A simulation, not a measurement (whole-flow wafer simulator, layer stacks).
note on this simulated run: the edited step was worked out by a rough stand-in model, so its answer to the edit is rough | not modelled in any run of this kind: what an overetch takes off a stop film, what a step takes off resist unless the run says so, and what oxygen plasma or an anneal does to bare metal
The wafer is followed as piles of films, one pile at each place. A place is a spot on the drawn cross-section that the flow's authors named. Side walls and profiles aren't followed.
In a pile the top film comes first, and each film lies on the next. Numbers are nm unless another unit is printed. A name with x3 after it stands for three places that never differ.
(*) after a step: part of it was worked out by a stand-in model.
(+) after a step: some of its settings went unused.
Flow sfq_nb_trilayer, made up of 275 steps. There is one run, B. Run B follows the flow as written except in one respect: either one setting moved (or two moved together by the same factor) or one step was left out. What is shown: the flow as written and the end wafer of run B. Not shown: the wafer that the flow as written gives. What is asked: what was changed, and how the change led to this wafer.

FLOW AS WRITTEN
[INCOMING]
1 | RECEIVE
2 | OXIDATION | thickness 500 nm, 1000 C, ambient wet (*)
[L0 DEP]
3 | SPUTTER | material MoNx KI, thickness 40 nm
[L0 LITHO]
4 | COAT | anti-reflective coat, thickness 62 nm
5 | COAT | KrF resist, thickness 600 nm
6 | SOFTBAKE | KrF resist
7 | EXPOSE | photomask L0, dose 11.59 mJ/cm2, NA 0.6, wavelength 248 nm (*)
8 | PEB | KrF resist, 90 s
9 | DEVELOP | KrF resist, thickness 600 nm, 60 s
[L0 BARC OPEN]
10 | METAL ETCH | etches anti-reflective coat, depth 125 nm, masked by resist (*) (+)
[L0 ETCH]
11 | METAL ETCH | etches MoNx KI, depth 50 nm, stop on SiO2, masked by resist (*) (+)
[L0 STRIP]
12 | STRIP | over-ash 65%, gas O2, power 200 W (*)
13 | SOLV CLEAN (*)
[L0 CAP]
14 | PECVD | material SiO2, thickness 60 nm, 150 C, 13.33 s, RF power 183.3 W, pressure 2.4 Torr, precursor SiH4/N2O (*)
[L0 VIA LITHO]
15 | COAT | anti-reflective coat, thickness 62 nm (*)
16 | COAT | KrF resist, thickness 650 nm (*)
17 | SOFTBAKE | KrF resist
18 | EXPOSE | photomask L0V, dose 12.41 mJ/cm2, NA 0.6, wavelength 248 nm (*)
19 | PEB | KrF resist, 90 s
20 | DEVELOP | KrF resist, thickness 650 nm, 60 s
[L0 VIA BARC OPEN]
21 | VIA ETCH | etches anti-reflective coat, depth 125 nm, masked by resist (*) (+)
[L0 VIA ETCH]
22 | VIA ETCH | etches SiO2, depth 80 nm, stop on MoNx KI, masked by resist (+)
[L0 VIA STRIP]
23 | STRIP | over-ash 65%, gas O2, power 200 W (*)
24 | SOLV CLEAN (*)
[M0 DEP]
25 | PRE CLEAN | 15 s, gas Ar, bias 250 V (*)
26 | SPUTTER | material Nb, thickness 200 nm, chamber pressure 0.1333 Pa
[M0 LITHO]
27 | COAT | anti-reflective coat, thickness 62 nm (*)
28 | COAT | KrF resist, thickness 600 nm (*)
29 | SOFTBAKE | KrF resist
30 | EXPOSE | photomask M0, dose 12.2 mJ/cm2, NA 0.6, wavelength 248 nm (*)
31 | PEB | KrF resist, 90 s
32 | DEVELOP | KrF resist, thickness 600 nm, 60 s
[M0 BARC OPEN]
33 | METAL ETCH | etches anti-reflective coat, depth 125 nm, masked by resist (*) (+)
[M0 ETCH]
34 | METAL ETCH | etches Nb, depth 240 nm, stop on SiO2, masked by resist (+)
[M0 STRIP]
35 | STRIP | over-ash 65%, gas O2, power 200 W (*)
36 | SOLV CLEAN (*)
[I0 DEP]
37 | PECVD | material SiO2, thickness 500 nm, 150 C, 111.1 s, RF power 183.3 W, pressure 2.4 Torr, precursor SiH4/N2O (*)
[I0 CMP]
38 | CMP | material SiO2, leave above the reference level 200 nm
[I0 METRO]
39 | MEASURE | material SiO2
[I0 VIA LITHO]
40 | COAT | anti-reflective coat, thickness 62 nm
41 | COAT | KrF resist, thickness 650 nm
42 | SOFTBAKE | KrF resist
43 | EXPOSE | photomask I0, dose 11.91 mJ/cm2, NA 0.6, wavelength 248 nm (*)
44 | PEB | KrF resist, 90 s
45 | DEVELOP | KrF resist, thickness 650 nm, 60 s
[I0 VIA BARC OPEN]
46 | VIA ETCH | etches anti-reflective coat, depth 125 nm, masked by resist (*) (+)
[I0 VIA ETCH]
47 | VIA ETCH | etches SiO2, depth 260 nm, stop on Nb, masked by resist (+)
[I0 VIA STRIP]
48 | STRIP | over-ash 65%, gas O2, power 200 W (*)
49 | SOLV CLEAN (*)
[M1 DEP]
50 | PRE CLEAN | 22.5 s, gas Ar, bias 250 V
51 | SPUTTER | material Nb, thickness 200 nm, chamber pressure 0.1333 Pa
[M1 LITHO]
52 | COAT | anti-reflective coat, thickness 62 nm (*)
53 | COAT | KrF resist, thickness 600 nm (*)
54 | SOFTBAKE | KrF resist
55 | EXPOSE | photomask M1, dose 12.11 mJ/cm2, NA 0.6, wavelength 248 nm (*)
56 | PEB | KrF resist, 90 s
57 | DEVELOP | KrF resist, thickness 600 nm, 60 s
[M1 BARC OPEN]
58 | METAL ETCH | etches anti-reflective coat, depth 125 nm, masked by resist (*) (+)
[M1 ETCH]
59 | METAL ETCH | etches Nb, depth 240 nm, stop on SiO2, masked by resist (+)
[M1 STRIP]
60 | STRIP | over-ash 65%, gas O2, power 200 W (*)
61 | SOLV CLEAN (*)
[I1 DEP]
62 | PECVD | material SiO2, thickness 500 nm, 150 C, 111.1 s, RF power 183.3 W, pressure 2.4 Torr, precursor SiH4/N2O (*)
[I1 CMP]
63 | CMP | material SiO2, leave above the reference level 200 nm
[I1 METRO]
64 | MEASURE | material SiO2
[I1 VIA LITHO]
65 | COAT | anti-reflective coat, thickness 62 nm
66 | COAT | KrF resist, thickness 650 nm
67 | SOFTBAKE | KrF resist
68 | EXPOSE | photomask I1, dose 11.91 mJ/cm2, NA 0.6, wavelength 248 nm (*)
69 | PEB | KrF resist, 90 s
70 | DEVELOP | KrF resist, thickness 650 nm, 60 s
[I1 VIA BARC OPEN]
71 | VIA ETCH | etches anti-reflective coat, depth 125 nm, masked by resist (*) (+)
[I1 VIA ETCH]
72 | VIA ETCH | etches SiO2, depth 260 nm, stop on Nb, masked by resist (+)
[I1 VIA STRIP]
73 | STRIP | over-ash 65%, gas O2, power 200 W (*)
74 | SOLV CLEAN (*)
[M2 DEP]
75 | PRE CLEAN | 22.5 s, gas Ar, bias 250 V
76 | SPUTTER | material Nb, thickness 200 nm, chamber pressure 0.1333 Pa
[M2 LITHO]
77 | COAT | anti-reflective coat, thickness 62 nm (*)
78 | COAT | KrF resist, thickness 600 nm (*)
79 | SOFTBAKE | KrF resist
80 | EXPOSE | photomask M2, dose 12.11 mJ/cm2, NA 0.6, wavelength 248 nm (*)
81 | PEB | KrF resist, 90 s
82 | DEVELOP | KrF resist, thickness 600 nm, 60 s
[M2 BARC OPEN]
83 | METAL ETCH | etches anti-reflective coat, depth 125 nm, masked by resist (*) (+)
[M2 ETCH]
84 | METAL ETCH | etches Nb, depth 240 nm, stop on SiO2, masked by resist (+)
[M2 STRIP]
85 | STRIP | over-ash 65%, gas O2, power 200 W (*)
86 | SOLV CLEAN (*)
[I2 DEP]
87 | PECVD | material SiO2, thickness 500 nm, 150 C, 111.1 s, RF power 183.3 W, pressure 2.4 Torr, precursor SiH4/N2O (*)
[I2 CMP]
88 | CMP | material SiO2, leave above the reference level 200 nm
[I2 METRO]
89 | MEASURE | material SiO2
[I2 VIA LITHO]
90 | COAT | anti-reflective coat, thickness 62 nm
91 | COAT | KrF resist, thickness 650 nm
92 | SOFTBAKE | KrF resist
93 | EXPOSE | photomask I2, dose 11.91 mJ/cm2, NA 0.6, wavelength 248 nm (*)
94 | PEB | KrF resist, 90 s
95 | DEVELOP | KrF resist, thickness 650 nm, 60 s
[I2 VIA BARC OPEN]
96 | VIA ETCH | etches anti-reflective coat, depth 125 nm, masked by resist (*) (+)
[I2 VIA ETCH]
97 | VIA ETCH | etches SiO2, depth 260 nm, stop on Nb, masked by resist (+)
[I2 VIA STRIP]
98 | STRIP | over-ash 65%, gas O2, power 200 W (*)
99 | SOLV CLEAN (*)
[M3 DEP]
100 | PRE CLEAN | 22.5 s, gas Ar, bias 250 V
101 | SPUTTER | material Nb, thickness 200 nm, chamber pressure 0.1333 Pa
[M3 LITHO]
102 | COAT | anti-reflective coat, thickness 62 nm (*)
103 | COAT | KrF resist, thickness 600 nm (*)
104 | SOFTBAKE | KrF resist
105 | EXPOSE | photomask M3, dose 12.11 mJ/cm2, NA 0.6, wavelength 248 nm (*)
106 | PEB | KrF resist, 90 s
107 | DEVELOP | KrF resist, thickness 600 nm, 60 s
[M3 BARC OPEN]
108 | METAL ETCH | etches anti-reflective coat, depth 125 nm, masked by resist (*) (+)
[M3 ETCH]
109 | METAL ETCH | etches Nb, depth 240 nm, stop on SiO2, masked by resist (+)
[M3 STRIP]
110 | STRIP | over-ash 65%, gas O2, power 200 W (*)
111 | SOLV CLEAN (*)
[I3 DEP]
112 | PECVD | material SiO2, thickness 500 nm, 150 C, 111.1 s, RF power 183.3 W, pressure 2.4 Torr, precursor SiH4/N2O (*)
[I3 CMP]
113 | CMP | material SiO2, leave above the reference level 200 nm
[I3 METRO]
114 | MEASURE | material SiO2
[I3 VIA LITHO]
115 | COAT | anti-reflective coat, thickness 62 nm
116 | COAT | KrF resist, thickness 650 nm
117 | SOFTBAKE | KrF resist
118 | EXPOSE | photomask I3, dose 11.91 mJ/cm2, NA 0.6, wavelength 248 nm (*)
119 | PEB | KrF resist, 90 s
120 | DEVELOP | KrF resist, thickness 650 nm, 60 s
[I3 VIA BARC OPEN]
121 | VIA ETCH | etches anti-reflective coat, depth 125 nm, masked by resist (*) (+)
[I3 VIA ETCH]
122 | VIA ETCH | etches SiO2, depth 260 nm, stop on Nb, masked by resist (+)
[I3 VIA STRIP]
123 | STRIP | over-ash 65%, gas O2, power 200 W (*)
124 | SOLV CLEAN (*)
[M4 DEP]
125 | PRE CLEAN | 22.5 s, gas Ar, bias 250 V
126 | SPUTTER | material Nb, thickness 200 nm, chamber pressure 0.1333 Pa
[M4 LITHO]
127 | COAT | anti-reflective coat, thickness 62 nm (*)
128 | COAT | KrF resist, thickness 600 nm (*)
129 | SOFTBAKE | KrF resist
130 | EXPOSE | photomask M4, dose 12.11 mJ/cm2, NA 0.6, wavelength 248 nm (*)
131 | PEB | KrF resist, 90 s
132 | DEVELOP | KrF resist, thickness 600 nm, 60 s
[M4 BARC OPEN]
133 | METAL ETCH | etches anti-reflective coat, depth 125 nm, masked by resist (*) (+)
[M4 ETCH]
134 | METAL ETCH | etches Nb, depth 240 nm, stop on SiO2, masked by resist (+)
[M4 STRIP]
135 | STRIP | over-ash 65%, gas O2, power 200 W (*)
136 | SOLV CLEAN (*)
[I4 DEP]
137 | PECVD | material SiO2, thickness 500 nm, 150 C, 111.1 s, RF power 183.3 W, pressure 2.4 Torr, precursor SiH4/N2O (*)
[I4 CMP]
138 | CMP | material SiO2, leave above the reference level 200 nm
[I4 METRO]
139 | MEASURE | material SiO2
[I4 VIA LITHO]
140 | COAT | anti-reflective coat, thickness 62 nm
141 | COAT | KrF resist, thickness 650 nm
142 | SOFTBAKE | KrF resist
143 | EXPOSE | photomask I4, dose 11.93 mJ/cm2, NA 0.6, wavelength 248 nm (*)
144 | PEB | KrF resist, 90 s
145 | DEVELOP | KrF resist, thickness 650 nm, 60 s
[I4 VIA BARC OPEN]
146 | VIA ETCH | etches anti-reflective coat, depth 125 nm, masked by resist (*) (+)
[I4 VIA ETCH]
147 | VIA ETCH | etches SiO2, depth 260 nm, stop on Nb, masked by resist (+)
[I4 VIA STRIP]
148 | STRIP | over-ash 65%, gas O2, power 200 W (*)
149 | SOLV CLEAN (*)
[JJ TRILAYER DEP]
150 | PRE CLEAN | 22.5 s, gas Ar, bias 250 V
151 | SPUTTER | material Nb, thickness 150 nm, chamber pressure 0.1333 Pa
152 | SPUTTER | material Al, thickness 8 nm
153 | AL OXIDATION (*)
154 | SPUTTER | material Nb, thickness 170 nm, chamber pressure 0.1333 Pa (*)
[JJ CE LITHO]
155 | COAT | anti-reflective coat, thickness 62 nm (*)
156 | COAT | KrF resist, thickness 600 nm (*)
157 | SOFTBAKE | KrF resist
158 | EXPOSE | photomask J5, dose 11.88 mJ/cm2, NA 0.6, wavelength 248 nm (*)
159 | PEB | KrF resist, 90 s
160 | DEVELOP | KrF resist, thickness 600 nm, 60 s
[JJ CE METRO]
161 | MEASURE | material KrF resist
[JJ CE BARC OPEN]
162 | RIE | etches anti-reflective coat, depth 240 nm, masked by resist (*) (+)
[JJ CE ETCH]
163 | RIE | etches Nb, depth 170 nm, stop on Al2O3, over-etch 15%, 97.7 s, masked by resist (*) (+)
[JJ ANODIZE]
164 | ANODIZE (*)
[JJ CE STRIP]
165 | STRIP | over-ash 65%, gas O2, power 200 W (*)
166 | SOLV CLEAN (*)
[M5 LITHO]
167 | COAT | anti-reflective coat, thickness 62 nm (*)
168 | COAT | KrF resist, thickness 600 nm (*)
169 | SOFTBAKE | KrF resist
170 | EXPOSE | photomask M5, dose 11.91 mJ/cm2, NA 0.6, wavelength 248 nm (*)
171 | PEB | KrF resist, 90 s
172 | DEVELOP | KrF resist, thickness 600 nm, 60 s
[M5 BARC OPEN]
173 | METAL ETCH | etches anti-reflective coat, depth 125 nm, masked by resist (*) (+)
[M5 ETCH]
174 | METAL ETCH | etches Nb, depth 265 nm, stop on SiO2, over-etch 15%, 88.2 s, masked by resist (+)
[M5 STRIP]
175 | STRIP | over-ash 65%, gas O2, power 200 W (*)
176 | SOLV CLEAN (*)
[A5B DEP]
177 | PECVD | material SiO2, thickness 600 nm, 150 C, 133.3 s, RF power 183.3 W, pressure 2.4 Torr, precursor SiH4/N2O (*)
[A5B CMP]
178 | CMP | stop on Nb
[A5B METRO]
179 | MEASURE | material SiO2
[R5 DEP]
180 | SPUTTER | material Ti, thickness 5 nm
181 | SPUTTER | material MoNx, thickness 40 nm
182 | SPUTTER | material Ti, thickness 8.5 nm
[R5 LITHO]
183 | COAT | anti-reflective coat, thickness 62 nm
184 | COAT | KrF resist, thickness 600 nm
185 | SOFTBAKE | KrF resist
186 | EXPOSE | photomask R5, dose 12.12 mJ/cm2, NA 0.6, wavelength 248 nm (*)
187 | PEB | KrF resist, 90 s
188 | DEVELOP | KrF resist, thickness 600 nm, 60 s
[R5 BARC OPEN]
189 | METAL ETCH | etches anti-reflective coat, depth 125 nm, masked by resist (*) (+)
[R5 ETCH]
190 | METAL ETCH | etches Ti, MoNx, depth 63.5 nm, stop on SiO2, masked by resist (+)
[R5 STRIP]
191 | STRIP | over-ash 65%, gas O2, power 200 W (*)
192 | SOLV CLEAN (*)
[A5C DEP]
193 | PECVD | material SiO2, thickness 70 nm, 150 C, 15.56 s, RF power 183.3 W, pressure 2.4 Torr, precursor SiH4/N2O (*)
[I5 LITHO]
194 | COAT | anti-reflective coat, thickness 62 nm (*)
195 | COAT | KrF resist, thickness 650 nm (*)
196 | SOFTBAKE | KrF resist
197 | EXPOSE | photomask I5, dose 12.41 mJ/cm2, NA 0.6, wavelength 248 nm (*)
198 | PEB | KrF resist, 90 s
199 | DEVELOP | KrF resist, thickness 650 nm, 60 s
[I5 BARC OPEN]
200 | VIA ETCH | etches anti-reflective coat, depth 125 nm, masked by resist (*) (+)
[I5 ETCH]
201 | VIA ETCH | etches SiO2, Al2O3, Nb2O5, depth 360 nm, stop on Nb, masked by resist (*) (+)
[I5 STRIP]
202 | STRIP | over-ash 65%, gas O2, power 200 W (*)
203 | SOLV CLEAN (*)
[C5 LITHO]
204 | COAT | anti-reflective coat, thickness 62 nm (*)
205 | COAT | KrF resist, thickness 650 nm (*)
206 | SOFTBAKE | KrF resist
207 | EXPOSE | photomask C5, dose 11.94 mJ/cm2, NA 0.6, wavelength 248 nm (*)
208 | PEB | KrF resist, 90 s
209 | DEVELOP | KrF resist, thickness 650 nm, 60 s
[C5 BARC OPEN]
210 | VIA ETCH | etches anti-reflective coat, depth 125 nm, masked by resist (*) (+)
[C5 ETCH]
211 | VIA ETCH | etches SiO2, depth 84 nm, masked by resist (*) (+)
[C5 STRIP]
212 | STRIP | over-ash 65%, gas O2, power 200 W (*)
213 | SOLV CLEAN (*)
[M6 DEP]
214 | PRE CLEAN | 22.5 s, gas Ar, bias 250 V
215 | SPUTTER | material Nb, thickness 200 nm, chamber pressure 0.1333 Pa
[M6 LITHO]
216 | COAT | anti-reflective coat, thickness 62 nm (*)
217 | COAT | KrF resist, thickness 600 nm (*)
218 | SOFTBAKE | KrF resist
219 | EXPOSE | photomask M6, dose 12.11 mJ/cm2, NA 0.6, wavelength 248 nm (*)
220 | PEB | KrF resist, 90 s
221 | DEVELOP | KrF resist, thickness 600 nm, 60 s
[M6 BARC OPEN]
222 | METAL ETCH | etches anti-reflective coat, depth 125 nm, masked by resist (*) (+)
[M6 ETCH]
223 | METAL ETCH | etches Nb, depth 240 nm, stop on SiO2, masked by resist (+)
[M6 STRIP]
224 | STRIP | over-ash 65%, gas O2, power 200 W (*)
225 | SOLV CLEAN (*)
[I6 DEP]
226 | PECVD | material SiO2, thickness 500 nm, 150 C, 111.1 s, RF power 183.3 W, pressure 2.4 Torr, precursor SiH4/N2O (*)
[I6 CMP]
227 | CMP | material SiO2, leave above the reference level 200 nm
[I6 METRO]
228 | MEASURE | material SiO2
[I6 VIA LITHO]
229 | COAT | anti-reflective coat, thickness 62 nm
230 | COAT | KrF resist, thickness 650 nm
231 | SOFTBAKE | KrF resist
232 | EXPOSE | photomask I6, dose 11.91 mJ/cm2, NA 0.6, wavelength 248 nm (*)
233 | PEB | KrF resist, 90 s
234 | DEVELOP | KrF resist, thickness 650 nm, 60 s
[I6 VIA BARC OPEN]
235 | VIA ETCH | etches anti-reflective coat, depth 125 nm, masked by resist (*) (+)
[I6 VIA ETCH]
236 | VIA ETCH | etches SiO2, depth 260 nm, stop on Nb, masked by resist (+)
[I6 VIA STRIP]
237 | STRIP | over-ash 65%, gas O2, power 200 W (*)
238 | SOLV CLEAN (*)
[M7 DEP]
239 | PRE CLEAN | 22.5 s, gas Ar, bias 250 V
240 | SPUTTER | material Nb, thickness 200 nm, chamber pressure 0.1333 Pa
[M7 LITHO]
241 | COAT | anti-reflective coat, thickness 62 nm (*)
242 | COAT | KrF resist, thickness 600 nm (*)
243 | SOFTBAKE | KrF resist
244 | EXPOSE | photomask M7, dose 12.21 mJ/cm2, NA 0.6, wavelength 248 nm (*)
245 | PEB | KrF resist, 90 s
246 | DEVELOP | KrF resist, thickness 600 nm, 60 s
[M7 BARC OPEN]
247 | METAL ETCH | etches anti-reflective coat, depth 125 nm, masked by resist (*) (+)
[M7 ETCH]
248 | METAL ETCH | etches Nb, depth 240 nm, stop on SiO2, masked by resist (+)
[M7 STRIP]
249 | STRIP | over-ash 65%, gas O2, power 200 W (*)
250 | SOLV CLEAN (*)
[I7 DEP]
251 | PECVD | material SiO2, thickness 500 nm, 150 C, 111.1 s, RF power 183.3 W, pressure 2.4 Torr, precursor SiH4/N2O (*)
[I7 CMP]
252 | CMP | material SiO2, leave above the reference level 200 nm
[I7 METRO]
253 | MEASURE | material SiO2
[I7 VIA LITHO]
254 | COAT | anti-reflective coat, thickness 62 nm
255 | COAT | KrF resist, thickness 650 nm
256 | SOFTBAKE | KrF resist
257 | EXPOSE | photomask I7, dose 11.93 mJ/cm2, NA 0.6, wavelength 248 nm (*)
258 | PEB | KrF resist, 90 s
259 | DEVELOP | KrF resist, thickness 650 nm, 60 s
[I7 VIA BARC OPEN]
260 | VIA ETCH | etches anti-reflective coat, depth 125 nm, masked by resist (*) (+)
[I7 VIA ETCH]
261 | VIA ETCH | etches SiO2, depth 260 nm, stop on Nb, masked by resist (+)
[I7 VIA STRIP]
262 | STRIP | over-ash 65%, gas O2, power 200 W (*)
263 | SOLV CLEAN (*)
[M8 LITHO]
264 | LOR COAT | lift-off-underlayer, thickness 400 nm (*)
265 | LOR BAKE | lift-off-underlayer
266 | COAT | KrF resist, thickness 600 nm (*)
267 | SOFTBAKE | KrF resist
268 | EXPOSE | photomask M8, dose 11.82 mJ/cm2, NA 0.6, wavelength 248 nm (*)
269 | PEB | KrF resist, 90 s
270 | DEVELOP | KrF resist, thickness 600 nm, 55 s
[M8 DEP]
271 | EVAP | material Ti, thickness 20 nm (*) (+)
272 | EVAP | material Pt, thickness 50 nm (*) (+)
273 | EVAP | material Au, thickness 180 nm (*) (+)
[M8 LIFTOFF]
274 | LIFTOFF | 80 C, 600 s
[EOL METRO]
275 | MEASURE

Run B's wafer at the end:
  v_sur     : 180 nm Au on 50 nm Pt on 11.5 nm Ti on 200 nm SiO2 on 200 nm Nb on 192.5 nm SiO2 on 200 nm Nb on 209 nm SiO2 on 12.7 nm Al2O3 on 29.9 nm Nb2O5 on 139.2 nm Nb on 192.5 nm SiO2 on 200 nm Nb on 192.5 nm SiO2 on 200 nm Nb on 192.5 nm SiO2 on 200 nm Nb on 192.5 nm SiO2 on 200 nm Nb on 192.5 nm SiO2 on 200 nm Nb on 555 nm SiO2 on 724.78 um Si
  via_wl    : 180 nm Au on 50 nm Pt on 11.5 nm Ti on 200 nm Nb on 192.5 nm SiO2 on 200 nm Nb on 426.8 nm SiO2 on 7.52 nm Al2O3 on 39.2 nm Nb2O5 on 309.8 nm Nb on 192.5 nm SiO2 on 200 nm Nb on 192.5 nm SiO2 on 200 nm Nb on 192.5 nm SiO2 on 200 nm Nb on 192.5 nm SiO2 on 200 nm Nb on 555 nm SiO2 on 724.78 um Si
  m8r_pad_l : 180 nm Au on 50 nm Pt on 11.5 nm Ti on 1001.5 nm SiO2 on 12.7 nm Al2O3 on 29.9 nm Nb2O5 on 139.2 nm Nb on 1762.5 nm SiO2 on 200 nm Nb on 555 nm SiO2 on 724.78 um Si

What caused this: step 271, EVAP: thickness 11.5 nm was run, whereas the flow has thickness 20 nm.
One can read it off the wafer: v_sur has Ti 11.5, and step 271 as written asks for 20 nm.

Step by step, how the change led to this:
  271 | EVAP | material Ti, thickness 20 nm (*) (+)
      field_l, v_sur, via_wl and 103 more: +11.5 Ti (new film) (it would be, as written: +20 Ti (new film))
  274 | LIFTOFF | 80 C, 600 s
      p4_fl, p4_fm, p4_w1 and 71 more: -180 Au (all of it), -50 Pt (all of it), -11.5 Ti (all of it), -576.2 KrF resist (all of it), -400 lift-off-underlayer (all of it) (it would be, as written: -180 Au (all of it), -50 Pt (all of it), -20 Ti (all of it), -576.2 KrF resist (all of it), -400 lift-off-underlayer (all of it))
      c5j, ce_r: -180 Au (all of it), -50 Pt (all of it), -11.5 Ti (all of it), -573.3 KrF resist (all of it), -399.3 lift-off-underlayer (all of it) (it would be, as written: -180 Au (all of it), -50 Pt (all of it), -20 Ti (all of it), -573.3 KrF resist (all of it), -399.3 lift-off-underlayer (all of it))
      (also at 19 further places)
